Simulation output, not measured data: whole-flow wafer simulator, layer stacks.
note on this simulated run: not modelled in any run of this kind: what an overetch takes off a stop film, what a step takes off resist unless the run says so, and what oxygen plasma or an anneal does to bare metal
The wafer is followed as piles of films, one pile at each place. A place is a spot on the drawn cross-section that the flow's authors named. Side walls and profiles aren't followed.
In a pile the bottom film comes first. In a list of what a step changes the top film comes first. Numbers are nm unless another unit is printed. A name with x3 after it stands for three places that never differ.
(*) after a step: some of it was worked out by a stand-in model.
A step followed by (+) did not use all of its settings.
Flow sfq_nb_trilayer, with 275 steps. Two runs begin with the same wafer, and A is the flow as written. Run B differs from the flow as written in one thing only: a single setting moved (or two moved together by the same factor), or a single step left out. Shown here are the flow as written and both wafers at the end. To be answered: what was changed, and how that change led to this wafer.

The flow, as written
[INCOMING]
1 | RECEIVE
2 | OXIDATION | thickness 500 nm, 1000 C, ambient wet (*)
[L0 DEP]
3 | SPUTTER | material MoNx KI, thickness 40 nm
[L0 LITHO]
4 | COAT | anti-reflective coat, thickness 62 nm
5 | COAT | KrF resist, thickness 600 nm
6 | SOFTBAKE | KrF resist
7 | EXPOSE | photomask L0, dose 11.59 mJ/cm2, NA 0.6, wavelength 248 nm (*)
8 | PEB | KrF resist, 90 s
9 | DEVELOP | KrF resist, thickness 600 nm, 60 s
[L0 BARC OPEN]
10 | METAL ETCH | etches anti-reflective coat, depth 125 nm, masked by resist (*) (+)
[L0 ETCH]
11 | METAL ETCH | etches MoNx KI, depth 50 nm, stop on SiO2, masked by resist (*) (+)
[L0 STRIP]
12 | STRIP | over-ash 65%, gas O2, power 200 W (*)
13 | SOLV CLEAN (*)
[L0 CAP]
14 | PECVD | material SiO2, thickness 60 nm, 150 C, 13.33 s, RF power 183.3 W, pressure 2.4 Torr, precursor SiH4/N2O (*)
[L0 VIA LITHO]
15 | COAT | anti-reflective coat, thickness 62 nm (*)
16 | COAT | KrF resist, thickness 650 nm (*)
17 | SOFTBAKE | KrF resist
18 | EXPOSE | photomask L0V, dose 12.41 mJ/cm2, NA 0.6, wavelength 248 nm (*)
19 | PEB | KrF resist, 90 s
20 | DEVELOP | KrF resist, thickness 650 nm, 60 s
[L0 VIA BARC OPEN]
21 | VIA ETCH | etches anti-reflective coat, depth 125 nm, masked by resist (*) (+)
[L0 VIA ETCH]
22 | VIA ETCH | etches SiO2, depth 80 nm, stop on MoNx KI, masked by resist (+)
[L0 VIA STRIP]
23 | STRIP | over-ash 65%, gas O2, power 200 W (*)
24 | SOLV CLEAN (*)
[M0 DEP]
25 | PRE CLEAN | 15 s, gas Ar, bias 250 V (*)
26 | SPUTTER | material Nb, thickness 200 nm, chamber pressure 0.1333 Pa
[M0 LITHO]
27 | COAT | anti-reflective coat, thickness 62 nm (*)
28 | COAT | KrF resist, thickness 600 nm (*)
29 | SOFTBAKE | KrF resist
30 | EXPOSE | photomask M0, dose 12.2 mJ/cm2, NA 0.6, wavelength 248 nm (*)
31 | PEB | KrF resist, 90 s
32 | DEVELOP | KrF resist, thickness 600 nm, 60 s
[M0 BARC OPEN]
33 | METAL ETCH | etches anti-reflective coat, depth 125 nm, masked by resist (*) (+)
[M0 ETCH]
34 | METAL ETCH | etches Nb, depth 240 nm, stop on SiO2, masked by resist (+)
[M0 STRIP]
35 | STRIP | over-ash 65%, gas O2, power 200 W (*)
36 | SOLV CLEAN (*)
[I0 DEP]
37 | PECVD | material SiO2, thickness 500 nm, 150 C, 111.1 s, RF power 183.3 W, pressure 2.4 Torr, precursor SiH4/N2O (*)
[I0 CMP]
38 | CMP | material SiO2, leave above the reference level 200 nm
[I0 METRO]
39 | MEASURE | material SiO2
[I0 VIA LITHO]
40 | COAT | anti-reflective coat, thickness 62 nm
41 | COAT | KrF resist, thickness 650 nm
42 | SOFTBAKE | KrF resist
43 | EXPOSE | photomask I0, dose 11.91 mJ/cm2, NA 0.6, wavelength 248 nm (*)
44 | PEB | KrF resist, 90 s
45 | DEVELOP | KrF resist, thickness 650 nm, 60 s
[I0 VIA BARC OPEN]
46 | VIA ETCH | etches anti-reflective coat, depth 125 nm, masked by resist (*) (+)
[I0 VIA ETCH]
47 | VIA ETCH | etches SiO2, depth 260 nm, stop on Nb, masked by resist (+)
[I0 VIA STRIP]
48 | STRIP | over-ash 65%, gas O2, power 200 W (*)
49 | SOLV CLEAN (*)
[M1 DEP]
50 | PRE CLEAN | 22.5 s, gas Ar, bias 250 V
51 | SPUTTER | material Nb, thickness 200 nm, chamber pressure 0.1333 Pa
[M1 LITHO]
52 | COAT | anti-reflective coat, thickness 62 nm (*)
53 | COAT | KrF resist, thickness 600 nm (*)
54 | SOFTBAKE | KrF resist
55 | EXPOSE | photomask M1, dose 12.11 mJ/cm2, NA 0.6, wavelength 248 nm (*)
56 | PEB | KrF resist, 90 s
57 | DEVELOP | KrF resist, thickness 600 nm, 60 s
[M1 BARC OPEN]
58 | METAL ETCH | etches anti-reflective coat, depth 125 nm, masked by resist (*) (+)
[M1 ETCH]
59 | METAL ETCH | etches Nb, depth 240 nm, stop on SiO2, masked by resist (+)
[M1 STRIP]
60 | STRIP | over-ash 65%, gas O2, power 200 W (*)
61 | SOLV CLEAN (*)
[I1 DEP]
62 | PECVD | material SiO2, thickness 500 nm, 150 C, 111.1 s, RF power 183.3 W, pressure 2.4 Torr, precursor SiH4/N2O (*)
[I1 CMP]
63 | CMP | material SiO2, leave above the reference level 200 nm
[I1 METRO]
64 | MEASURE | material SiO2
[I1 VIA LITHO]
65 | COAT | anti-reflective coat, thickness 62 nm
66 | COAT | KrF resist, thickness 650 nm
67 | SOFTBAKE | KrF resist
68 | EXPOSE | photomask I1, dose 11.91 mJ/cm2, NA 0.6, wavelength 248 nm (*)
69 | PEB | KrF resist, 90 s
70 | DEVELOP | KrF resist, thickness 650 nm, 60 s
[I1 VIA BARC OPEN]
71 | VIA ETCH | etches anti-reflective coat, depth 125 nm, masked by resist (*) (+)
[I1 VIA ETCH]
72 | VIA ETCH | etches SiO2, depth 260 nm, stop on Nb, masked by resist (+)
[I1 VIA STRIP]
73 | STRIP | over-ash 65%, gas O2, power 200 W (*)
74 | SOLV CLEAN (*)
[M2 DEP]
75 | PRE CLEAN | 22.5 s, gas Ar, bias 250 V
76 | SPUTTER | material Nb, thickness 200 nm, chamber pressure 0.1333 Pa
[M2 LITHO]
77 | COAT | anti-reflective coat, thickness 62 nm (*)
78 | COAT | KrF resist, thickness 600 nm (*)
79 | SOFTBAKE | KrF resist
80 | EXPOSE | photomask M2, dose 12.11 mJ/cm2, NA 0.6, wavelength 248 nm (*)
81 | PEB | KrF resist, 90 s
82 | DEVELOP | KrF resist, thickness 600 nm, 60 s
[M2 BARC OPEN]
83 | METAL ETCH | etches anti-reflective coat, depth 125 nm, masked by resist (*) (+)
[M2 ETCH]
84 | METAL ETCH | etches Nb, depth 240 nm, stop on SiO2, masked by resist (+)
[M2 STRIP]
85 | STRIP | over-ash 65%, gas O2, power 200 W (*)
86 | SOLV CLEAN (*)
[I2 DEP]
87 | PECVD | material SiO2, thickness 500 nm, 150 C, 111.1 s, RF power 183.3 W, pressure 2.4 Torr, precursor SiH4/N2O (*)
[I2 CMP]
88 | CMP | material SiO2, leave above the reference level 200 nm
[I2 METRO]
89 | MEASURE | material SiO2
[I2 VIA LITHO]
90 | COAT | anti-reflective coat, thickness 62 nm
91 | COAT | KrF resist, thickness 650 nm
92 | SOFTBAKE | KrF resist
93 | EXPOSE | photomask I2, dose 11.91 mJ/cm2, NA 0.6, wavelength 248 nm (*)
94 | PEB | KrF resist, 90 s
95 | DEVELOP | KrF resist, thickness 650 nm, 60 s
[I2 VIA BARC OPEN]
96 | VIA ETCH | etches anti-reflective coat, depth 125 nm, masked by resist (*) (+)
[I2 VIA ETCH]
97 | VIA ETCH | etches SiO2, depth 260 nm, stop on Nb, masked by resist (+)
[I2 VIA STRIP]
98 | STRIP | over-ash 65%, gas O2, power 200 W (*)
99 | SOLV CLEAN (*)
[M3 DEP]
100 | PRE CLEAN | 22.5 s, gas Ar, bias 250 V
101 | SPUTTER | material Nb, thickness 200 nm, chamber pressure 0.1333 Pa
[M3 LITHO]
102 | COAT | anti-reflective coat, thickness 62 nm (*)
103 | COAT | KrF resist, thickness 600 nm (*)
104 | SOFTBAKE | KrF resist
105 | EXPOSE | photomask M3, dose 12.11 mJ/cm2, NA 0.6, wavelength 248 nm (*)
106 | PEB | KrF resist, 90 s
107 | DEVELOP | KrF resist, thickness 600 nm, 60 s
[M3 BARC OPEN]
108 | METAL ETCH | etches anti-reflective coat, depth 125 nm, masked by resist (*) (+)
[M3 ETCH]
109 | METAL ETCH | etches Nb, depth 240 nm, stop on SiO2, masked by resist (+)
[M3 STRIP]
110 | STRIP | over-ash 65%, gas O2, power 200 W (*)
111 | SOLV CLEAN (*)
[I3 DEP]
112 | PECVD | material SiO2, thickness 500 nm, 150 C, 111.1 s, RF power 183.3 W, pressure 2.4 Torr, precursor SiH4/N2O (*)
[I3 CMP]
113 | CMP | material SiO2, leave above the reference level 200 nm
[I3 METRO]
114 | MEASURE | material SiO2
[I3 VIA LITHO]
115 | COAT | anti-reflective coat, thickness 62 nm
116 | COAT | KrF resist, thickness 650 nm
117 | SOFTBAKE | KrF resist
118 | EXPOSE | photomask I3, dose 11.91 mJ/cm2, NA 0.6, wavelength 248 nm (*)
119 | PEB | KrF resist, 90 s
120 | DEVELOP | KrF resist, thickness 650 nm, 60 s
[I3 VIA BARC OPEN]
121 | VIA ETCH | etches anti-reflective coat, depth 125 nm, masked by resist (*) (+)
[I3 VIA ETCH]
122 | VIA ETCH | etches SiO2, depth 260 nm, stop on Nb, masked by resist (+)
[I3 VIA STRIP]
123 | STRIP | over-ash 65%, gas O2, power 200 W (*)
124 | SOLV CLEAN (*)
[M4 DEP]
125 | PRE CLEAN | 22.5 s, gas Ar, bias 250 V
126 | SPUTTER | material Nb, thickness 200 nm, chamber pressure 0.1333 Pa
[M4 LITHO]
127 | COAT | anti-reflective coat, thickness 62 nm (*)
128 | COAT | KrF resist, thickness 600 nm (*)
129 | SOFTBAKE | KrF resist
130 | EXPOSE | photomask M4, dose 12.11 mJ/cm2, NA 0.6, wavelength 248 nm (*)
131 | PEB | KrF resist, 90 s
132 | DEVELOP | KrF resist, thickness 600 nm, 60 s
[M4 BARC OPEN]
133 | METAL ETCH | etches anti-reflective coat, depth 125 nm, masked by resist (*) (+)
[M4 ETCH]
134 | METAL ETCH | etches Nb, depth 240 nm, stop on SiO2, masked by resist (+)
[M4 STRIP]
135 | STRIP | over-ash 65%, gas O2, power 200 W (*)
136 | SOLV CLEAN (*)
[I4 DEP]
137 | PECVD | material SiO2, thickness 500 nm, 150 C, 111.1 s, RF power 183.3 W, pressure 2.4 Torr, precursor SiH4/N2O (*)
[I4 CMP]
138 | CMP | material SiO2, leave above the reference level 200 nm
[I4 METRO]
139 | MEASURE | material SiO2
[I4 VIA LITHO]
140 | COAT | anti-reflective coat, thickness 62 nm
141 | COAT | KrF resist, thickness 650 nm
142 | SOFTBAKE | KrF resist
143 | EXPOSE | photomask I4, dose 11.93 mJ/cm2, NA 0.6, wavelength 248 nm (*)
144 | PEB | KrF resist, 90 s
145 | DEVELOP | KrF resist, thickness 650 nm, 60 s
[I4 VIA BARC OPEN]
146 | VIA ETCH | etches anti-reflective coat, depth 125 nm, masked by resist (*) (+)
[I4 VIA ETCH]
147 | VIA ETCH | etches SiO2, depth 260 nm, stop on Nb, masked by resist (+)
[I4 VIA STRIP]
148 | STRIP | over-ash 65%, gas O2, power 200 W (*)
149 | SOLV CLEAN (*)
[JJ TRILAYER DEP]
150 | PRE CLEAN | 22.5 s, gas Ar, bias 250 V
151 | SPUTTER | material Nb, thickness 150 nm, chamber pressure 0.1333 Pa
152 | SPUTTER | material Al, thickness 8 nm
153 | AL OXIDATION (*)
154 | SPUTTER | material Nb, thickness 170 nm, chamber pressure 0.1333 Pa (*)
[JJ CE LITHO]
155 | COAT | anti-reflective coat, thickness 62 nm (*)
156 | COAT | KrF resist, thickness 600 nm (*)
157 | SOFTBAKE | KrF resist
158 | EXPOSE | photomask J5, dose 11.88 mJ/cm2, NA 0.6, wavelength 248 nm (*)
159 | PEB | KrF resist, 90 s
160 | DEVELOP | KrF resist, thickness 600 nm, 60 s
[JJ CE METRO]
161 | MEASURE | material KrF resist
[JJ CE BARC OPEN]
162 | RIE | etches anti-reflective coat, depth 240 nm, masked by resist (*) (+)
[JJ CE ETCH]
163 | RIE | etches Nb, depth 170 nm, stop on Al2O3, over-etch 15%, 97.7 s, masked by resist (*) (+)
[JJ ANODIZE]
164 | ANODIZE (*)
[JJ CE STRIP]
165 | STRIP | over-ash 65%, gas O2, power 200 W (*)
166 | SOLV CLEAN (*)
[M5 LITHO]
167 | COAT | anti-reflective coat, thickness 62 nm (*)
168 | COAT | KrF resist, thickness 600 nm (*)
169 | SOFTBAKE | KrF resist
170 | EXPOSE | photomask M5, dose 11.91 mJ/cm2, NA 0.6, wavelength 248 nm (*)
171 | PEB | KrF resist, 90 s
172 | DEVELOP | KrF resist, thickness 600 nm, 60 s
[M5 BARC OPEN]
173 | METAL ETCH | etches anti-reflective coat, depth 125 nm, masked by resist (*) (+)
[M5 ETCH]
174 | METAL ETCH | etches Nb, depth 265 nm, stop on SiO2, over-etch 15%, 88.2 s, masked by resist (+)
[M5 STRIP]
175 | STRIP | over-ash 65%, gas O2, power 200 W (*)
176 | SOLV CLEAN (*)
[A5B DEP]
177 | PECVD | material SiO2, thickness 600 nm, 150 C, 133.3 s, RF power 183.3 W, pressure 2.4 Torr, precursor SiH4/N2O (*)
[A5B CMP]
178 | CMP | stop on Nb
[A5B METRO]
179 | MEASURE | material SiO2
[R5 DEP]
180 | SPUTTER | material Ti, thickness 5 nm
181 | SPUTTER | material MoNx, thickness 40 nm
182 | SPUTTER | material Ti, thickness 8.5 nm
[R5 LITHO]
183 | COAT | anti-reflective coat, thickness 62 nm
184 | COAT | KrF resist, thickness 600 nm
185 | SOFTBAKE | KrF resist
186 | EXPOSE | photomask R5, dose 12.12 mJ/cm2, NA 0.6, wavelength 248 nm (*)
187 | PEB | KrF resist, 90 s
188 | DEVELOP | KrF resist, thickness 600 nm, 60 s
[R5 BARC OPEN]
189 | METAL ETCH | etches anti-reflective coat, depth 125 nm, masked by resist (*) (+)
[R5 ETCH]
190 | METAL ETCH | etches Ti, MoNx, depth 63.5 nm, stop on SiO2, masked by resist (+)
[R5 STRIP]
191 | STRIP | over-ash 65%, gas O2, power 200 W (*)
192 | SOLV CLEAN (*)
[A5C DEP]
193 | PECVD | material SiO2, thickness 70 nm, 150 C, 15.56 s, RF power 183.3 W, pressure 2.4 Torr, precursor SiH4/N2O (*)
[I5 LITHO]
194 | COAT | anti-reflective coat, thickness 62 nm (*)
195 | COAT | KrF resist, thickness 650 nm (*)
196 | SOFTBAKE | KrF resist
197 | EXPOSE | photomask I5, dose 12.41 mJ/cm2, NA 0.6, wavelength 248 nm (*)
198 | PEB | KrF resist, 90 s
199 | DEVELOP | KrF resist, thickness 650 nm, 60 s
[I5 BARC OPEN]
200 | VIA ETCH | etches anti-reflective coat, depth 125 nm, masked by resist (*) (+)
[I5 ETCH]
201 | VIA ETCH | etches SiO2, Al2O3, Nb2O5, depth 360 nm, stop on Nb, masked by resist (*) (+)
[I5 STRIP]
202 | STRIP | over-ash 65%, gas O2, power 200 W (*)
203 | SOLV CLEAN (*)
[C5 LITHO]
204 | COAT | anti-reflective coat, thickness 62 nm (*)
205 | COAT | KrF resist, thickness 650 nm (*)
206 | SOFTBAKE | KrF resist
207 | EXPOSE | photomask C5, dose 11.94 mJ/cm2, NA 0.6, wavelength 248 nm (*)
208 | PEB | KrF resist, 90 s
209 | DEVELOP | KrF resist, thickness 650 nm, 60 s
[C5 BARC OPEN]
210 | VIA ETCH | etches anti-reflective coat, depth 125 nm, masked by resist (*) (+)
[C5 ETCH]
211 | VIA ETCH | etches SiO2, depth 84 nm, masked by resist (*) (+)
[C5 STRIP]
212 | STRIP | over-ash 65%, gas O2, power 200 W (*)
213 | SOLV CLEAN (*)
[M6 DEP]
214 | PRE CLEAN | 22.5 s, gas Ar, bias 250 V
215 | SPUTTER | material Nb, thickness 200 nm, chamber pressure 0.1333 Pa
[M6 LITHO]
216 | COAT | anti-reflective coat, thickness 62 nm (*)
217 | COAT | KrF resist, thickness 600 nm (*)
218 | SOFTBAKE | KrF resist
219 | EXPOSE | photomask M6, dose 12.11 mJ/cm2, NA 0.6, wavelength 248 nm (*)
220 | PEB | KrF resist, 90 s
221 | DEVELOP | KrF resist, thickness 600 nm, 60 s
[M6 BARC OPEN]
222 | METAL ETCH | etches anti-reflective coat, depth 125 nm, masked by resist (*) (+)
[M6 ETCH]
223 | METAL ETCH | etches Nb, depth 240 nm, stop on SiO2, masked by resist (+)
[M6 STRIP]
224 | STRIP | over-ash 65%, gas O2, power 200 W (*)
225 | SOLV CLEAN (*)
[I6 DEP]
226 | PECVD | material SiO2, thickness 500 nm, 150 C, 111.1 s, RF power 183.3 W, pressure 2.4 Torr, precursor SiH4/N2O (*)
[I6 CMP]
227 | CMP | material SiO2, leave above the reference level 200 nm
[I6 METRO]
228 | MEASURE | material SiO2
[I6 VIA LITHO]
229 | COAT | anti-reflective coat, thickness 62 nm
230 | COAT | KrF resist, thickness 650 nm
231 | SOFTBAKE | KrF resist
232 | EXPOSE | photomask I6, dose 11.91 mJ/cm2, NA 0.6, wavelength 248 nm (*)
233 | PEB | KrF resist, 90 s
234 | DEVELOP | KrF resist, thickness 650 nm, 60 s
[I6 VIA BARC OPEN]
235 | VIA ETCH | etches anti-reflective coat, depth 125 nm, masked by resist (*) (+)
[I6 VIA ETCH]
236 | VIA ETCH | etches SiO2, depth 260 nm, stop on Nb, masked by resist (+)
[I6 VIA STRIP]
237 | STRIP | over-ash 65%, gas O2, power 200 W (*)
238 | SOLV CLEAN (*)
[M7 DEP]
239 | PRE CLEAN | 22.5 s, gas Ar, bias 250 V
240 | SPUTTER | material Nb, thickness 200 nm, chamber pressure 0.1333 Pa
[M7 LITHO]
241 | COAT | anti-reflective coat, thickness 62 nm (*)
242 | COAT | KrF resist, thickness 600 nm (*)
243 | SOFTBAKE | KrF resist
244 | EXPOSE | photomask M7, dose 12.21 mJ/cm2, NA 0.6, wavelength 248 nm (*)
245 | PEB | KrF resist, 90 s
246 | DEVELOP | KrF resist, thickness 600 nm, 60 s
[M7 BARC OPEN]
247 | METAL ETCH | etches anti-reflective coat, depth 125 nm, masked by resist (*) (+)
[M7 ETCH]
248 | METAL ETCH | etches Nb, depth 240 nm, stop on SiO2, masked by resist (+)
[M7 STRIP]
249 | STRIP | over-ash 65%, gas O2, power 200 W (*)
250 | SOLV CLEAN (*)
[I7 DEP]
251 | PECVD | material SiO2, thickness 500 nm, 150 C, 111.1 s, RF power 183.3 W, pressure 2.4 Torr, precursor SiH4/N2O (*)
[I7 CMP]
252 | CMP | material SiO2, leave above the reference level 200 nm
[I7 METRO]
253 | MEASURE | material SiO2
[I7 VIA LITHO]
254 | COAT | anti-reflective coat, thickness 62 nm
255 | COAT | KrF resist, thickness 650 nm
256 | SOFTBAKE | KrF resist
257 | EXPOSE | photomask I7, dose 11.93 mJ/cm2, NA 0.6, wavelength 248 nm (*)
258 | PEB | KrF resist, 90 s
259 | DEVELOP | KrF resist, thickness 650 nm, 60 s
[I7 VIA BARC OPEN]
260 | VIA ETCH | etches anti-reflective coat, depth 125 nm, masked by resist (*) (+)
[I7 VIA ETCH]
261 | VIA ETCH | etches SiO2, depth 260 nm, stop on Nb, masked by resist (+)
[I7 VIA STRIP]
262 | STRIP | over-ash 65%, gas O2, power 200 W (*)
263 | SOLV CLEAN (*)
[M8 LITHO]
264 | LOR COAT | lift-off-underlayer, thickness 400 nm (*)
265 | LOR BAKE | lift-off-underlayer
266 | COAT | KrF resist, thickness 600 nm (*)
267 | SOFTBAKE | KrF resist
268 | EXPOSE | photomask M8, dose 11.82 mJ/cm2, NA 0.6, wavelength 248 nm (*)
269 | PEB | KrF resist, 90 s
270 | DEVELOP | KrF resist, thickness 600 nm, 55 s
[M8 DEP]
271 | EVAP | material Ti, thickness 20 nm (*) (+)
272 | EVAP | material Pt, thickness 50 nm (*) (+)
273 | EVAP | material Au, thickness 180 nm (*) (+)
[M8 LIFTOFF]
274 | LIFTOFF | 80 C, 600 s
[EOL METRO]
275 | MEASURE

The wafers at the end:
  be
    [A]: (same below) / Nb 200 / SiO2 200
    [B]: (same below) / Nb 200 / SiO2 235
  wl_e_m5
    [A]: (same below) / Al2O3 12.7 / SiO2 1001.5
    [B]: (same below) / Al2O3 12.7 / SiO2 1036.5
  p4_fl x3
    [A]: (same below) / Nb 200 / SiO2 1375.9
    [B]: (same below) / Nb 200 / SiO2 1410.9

The reason: step 252, CMP: leave above the reference level 235 nm was run, while the flow as written has leave above the reference level 200 nm.
One can read it off the wafer: be has SiO2 235, and step 252 as written asks for 200 nm.

Step by step, how the change led to this:
  252 | CMP | material SiO2, leave above the reference level 200 nm
      field_l, p4_fl x3, p4_w1 x9 and 46 more: A SiO2 loses 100 | B SiO2 loses 65
      v_sur, via_wl, via_w and 37 more: A SiO2 loses 300 | B SiO2 loses 265
      (and at 7 other places as well)
  261 | VIA ETCH | etches SiO2, depth 260 nm, stop on Nb, masked by resist (+)
      via_wl, via_w, via_wr: A SiO2 loses 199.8 (all of it) | B SiO2 loses 234.8 (all of it)
  264 | LOR COAT | lift-off-underlayer, thickness 400 nm (*)
      via_wl, via_wr: A lift-off-underlayer gains 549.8 (new film) | B lift-off-underlayer gains 576 (new film)
      via_w: A lift-off-underlayer gains 536.4 (new film) | B lift-off-underlayer gains 560.3 (new film)
  270 | DEVELOP | KrF resist, thickness 600 nm, 55 s
      via_wl: A KrF resist loses 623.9 (all of it), lift-off-underlayer loses 549.8 (all of it) | B KrF resist loses 628.3 (all of it), lift-off-underlayer loses 576 (all of it)
      via_w: A KrF resist loses 635.4 (all of it), lift-off-underlayer loses 536.4 (all of it) | B KrF resist loses 641.9 (all of it), lift-off-underlayer loses 560.3 (all of it)
      (and at 1 other place as well)
